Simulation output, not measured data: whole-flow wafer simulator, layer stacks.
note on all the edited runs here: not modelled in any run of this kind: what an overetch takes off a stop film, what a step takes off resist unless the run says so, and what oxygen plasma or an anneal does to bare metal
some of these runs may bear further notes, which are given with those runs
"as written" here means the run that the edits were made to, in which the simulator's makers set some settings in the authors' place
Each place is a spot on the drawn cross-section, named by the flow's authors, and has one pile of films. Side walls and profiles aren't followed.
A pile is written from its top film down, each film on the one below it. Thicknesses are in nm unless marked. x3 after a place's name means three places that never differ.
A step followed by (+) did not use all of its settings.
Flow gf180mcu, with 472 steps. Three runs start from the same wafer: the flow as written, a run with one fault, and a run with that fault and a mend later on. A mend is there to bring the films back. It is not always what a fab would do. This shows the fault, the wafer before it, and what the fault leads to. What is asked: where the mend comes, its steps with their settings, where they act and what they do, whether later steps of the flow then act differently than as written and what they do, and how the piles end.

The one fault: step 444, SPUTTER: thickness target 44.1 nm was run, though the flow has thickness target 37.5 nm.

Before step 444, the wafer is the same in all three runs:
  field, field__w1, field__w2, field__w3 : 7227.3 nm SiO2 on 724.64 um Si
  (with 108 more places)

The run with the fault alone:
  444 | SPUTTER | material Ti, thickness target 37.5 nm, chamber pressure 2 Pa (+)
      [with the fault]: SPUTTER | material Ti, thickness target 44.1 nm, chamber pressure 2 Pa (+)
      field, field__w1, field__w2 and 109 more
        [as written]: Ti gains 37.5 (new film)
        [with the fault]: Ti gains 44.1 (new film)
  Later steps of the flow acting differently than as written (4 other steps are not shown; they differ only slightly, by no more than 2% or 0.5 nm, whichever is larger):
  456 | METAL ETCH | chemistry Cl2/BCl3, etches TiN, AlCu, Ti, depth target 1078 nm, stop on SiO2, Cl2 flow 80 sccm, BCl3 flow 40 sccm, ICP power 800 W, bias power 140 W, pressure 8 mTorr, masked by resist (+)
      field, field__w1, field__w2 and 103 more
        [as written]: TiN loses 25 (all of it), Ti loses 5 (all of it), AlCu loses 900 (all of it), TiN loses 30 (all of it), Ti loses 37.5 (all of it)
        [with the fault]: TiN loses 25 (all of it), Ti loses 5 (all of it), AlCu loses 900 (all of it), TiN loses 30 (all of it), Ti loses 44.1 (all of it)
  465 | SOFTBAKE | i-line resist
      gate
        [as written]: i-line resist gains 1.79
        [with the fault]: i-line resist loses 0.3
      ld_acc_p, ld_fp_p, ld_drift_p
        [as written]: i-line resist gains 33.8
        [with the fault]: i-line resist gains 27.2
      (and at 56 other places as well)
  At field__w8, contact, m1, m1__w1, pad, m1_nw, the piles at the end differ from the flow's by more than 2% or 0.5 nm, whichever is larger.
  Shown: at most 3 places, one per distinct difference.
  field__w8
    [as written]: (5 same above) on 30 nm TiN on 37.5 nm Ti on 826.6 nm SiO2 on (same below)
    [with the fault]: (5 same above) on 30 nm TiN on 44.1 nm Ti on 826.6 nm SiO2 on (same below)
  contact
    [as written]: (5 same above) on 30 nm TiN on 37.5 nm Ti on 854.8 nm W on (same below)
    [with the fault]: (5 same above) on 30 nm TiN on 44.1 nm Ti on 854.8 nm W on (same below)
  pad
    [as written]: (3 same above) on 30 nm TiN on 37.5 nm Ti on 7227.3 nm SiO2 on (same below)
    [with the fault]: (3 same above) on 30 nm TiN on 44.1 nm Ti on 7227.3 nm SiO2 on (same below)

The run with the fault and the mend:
  The mend follows step 444.
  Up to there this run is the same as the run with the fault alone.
  444a | METAL ETCH | chemistry Cl2/BCl3, etches TiN, AlCu, Ti, depth target 6.6 nm, Cl2 flow 80 sccm, BCl3 flow 40 sccm, ICP power 800 W, bias power 140 W, pressure 8 mTorr (a further turn of the flow's step 260, with different settings)
      field, field__w1, field__w2 and 109 more
        Ti loses 6.6
  Later steps of the flow that are run all act as written at every place that is followed.
  By the end, the piles equal the flow's at every place that both follow.
